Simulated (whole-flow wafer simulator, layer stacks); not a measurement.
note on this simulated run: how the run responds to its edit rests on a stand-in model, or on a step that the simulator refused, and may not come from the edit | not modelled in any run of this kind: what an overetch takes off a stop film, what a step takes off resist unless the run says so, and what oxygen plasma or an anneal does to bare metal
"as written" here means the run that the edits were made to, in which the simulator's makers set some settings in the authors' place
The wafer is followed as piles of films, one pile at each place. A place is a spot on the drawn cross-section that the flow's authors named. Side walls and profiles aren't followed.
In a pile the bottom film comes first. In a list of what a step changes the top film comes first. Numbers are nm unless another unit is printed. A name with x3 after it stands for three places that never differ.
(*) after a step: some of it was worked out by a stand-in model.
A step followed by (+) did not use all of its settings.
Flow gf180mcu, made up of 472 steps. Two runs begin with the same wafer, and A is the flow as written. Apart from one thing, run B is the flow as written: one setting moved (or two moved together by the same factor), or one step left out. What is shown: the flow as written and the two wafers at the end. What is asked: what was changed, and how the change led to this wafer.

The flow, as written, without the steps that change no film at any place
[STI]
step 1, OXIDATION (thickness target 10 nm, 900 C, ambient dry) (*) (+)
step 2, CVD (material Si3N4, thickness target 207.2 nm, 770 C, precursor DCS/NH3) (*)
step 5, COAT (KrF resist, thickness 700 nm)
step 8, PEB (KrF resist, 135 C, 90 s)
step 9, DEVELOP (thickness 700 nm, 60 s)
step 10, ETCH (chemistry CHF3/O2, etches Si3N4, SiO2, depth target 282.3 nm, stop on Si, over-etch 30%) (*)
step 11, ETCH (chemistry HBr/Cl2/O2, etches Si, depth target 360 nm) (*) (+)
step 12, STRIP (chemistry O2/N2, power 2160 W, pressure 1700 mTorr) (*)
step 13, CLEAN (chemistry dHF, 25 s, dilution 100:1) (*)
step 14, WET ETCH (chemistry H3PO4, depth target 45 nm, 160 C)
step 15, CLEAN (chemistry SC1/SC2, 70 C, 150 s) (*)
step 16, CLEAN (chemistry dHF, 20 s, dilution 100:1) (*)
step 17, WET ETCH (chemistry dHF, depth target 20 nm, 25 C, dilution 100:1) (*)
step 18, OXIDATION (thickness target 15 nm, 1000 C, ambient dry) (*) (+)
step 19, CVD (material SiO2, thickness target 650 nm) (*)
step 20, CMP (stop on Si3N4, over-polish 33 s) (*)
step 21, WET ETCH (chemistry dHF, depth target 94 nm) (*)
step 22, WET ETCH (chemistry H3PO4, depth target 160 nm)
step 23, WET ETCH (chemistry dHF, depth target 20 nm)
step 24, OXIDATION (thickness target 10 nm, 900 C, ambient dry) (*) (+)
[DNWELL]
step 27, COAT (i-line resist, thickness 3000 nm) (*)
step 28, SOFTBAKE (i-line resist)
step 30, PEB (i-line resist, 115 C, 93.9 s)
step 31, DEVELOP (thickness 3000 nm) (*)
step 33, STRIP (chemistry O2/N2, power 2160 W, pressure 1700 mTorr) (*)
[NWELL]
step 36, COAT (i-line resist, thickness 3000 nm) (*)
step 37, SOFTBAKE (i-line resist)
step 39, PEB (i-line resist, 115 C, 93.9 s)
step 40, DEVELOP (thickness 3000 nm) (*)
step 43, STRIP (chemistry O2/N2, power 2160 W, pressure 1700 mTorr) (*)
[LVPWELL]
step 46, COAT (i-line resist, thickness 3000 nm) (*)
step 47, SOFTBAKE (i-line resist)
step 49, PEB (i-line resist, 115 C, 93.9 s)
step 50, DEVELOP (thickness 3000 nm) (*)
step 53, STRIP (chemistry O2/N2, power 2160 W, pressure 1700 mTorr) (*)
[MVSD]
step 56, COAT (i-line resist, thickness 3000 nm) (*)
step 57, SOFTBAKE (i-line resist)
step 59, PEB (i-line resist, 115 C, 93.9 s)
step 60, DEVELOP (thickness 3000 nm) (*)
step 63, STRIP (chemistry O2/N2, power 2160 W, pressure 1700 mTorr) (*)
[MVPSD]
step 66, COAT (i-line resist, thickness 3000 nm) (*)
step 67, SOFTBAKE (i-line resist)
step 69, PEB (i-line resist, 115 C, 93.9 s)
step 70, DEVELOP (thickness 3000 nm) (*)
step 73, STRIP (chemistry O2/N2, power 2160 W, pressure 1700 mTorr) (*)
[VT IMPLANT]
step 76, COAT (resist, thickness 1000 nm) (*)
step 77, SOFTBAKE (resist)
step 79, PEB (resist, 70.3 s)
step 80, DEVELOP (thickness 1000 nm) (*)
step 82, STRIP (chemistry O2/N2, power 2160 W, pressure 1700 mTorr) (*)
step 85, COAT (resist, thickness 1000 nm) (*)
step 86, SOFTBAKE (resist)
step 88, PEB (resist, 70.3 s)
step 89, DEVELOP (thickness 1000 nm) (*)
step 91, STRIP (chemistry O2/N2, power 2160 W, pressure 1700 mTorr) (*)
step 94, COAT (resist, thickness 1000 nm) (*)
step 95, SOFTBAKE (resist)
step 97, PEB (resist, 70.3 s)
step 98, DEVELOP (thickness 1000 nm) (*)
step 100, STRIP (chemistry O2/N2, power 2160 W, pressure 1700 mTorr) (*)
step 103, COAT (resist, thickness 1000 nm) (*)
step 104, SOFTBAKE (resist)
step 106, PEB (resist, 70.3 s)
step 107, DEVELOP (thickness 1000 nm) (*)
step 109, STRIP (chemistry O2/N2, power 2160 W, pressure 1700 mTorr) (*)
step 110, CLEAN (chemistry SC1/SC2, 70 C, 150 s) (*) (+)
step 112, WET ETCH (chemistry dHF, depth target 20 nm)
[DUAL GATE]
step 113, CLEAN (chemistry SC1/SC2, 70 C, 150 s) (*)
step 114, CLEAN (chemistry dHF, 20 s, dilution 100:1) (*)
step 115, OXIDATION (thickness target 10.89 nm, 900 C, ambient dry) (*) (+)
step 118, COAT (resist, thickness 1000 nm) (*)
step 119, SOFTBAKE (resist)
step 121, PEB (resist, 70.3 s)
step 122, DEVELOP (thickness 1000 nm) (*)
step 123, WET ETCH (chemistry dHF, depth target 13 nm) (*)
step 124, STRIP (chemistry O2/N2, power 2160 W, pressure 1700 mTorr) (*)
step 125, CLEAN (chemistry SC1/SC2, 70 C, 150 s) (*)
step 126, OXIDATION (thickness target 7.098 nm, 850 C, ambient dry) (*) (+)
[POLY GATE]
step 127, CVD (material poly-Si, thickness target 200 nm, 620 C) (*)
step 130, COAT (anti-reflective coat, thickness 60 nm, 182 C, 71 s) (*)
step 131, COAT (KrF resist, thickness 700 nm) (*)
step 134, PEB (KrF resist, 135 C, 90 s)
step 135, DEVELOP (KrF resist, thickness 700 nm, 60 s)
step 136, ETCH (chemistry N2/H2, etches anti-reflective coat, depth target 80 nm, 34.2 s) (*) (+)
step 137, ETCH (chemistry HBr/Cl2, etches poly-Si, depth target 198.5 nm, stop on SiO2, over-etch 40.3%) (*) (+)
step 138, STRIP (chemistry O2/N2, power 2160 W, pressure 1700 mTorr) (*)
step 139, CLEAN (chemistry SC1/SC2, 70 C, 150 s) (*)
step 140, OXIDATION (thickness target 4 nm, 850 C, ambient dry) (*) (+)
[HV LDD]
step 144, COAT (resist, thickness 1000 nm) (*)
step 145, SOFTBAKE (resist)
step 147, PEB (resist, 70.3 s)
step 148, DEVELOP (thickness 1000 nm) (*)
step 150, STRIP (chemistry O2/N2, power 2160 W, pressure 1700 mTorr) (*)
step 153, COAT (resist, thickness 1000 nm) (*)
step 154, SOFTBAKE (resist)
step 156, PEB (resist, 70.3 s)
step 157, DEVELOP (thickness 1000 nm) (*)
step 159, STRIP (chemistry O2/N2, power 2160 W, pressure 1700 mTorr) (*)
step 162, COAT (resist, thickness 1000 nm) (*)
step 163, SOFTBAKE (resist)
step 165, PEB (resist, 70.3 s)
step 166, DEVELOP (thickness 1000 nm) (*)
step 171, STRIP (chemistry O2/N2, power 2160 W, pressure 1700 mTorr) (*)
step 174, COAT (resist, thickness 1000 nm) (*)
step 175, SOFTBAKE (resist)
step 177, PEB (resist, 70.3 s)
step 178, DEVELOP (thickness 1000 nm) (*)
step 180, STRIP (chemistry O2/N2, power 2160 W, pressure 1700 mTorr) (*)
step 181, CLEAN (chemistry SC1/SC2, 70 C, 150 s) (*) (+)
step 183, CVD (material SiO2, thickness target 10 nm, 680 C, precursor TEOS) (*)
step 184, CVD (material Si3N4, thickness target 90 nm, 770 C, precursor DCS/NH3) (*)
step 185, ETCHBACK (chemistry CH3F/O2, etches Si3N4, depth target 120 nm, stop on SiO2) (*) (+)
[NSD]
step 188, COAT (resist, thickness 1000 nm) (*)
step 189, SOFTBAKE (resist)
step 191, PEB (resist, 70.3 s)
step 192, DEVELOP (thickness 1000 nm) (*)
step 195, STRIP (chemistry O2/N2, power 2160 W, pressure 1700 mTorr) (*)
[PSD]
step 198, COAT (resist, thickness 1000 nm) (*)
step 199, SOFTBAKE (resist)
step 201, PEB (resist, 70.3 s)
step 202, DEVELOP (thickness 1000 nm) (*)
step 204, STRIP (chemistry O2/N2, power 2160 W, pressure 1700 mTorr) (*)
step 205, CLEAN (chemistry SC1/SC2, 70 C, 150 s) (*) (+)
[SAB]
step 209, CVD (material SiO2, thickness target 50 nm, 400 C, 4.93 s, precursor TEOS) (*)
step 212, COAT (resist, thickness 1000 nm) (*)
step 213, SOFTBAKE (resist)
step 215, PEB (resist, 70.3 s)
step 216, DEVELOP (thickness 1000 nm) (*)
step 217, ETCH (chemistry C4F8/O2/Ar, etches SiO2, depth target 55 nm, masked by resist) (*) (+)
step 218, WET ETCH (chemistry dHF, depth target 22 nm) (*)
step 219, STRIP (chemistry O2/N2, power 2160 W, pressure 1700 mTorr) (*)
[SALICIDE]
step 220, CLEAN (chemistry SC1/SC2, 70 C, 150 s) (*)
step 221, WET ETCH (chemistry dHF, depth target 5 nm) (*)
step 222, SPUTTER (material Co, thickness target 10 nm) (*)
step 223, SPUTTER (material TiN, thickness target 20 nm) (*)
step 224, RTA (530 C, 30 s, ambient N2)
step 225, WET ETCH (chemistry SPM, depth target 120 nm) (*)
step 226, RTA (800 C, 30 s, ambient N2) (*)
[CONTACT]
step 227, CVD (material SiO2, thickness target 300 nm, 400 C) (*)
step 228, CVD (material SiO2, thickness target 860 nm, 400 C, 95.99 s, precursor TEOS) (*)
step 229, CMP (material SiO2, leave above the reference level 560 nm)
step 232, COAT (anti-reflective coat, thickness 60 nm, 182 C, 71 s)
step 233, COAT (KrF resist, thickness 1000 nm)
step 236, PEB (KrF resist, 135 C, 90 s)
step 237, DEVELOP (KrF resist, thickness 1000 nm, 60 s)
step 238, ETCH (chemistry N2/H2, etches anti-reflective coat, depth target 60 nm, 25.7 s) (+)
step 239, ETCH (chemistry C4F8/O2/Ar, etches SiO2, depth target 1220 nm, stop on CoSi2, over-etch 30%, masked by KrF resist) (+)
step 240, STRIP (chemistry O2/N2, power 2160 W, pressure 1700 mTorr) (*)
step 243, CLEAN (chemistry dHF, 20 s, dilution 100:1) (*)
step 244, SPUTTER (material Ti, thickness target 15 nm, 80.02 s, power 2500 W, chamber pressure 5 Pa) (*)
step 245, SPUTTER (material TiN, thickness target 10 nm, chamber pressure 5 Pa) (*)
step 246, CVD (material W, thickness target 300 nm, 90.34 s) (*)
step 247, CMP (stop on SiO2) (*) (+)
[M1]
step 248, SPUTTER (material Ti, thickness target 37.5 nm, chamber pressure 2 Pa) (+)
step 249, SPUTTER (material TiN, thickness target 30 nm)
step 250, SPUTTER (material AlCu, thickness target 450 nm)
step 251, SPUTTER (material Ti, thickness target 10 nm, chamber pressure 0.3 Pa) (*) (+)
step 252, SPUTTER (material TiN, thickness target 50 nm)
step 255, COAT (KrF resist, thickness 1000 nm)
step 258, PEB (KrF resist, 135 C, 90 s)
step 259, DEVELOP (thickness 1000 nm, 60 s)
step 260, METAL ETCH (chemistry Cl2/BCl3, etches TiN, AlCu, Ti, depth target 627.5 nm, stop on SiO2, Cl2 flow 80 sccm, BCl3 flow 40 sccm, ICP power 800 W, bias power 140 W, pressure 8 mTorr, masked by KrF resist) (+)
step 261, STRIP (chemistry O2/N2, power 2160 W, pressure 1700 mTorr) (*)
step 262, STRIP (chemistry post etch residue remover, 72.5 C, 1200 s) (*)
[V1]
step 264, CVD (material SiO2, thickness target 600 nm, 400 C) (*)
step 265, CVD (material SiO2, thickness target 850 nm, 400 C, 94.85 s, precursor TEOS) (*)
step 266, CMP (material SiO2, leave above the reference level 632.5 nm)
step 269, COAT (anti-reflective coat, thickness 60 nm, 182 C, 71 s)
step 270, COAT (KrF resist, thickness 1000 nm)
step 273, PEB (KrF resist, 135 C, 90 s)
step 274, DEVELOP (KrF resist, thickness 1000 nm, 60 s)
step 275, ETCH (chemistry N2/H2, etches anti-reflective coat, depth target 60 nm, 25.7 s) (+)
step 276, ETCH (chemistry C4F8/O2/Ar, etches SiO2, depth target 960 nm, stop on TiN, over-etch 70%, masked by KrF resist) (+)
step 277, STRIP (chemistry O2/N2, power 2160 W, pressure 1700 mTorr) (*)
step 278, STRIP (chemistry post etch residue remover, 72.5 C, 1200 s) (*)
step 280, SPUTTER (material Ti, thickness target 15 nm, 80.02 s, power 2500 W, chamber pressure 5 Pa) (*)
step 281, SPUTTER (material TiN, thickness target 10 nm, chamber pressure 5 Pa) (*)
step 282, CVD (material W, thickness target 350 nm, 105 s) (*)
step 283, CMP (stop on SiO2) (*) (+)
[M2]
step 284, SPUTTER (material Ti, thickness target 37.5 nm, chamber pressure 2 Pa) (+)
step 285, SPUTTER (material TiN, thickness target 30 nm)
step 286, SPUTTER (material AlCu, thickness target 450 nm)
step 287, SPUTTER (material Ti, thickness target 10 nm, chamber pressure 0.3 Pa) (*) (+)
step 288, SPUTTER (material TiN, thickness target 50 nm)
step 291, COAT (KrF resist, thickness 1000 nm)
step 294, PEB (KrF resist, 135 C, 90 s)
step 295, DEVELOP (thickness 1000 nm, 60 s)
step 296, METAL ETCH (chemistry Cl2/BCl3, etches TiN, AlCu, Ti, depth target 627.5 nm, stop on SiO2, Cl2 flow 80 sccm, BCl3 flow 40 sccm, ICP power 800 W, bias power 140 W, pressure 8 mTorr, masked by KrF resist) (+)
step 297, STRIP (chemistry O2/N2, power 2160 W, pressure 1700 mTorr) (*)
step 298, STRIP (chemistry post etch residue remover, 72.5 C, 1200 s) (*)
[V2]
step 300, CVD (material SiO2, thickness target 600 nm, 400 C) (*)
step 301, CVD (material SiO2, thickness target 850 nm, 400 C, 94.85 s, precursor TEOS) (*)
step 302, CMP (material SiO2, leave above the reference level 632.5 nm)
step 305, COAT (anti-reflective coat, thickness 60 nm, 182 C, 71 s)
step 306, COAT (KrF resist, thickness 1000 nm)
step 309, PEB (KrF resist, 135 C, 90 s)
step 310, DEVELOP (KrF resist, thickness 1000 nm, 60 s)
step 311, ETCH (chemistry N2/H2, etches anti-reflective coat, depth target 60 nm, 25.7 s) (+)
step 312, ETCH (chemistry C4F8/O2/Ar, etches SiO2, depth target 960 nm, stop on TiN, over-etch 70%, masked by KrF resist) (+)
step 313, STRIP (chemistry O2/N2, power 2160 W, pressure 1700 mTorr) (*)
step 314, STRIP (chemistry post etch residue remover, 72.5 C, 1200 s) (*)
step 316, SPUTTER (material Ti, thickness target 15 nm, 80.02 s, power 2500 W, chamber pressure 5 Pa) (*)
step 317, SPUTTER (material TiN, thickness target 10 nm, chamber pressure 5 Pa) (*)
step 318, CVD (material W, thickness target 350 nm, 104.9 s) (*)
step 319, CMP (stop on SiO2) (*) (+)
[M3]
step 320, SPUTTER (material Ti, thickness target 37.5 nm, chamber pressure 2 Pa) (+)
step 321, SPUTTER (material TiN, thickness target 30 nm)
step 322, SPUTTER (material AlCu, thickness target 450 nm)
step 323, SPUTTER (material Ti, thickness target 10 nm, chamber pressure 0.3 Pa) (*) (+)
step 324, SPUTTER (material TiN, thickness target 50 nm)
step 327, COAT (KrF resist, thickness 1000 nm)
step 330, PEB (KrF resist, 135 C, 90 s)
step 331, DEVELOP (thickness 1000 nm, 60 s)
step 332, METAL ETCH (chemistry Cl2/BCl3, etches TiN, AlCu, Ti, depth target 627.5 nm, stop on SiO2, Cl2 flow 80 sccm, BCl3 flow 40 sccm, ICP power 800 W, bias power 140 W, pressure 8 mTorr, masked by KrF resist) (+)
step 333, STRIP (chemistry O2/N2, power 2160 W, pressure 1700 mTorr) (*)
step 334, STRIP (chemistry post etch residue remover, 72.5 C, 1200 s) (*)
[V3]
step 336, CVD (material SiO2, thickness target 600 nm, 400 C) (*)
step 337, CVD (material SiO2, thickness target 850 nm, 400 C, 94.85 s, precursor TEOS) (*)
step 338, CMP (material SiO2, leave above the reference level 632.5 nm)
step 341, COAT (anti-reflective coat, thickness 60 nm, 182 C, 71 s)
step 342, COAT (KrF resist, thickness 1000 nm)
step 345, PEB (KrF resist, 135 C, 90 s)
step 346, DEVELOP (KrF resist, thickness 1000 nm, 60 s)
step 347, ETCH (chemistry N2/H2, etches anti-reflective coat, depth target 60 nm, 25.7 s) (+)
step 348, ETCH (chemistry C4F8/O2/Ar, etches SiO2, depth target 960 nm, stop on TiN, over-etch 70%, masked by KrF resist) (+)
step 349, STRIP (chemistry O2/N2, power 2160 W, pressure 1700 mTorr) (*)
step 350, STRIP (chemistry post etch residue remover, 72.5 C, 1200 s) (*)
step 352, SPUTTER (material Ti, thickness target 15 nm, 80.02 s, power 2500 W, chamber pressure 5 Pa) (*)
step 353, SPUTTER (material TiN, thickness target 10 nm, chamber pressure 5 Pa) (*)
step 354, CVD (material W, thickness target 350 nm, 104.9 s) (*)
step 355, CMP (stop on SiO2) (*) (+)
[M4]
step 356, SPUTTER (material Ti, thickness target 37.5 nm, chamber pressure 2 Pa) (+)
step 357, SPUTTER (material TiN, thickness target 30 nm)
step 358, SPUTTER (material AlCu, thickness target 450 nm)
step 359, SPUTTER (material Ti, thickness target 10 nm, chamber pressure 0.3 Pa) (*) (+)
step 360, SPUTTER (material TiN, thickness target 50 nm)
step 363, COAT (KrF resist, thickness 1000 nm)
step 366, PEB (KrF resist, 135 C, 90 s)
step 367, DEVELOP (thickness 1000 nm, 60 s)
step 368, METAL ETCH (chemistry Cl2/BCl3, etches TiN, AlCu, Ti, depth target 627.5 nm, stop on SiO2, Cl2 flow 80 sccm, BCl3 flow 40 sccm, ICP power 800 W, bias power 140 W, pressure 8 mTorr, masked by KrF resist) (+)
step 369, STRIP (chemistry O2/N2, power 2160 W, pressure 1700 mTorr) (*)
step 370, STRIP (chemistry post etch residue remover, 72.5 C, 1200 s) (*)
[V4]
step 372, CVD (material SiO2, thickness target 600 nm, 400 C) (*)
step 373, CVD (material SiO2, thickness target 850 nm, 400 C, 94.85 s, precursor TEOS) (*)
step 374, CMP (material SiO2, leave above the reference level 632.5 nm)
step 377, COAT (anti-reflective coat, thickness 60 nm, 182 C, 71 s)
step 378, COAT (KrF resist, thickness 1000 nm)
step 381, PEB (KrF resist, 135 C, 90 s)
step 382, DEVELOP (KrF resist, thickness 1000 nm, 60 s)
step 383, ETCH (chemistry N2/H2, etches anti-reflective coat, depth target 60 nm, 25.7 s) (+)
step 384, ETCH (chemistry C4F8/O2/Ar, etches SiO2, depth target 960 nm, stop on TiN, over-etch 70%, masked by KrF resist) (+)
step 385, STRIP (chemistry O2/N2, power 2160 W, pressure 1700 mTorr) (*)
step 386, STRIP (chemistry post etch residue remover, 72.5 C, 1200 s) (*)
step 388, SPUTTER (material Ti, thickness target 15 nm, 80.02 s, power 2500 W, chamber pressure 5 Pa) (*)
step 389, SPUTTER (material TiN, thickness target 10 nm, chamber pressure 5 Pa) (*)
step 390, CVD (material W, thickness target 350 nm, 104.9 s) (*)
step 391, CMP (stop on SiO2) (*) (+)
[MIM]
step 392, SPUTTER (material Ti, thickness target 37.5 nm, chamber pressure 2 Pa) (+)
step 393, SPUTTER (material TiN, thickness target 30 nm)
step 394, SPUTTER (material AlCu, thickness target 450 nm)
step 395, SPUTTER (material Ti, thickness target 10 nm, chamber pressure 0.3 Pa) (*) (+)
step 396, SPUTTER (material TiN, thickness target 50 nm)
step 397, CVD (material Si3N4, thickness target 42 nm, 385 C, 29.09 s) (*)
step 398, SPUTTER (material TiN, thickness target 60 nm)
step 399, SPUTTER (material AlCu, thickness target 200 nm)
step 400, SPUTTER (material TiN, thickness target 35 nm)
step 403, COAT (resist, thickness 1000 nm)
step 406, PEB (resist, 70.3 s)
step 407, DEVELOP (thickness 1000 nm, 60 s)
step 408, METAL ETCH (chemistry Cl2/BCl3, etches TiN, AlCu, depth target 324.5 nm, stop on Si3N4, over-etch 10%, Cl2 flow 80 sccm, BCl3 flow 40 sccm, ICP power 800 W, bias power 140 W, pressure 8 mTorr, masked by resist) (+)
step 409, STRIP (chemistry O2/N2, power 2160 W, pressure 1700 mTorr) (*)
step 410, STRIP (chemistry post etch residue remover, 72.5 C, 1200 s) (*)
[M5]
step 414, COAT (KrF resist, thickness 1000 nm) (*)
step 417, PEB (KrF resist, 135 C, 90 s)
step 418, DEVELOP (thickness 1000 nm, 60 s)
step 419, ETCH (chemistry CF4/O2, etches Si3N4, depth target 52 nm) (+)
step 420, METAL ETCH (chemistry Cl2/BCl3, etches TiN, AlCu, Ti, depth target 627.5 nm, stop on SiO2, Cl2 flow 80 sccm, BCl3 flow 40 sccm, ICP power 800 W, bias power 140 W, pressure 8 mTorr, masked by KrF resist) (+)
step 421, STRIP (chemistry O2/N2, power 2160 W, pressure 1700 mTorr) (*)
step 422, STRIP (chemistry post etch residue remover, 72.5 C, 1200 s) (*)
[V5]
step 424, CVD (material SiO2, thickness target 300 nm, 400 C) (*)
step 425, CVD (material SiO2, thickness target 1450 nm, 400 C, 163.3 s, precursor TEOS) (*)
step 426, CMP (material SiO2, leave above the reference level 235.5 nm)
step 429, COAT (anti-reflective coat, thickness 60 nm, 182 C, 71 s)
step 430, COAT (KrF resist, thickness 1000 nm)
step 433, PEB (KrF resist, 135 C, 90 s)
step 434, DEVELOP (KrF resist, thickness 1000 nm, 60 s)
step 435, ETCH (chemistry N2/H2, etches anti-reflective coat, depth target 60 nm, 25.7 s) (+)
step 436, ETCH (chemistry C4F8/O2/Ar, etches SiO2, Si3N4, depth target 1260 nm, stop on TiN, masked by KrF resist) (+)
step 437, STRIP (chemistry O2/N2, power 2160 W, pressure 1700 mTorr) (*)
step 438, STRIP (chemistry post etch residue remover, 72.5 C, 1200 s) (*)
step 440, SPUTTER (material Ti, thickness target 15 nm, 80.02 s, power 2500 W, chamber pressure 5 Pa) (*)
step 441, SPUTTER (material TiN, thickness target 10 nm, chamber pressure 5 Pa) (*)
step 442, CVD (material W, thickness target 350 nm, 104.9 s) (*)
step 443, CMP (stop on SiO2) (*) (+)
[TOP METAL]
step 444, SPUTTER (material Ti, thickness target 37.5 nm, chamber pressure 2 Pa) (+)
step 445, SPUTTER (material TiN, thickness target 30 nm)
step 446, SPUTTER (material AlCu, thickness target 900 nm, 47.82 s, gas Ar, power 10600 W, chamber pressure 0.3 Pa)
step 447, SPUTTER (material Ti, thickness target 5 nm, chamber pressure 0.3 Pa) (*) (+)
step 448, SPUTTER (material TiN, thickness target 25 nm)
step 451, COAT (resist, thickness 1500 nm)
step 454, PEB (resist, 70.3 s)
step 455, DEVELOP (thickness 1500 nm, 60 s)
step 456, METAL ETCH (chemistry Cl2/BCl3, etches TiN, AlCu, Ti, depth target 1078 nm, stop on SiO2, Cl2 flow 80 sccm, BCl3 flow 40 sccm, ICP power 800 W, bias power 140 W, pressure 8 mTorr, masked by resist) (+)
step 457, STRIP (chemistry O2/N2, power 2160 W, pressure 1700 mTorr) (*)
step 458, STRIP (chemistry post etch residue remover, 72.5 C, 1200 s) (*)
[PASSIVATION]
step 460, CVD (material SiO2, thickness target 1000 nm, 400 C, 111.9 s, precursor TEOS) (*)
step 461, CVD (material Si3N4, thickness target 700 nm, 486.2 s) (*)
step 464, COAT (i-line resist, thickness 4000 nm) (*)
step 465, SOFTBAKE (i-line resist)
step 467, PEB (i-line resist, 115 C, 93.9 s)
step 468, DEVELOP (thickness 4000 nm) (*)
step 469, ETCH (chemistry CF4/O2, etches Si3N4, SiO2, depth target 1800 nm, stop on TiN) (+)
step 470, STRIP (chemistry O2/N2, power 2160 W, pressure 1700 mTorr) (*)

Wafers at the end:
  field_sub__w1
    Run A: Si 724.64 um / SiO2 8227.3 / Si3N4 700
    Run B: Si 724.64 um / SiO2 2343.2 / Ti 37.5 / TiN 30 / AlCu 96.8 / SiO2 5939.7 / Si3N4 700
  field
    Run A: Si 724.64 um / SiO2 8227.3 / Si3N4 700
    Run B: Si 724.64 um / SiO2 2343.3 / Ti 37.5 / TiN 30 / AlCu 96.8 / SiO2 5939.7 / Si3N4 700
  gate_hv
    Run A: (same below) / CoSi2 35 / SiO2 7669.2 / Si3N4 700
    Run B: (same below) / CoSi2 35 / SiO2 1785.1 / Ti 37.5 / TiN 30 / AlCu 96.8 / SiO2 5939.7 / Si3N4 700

The reason: step 286, SPUTTER: thickness target 670 nm was run, though the flow has thickness target 450 nm.

Step by step, how the change led to this:
  step 286, SPUTTER (material AlCu, thickness target 450 nm)
      field, field__w1, field__w2 and 108 more: A AlCu gains 450 (new film) | B AlCu gains 670 (new film)
  step 296, METAL ETCH (chemistry Cl2/BCl3, etches TiN, AlCu, Ti, depth target 627.5 nm, stop on SiO2, Cl2 flow 80 sccm, BCl3 flow 40 sccm, ICP power 800 W, bias power 140 W, pressure 8 mTorr, masked by KrF resist) (+)
      field, field__w1, field__w2 and 103 more: A TiN loses 50 (all of it), Ti loses 10 (all of it), AlCu loses 450 (all of it), TiN loses 30 (all of it), Ti loses 37.5 (all of it) | B TiN loses 50 (all of it), Ti loses 10 (all of it), AlCu loses 567.5
  step 298, STRIP (chemistry post etch residue remover, 72.5 C, 1200 s) (*)
      field, field__w1, field__w2 and 103 more: A nothing | B AlCu loses 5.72
  step 300, CVD (material SiO2, thickness target 600 nm, 400 C) (*)
      field, field__w1, field__w2 and 103 more: A SiO2 gains 600 | B SiO2 gains 600 (new film)
  step 302, CMP (material SiO2, leave above the reference level 632.5 nm)
      field, field__w1, field__w2 and 103 more: A SiO2 loses 300 | B SiO2 loses 244.3
Taking metal films that touch as one body, field_sub__w1 has 1 body; the flow as written gives 0 bodies.
Taking metal films that touch as one body, field has 1 body; the flow as written gives 0 bodies.
Taking metal films that touch as one body, gate_hv has 2 bodies (between them, from the top down: SiO2 1785.1); the flow as written gives 1 body.
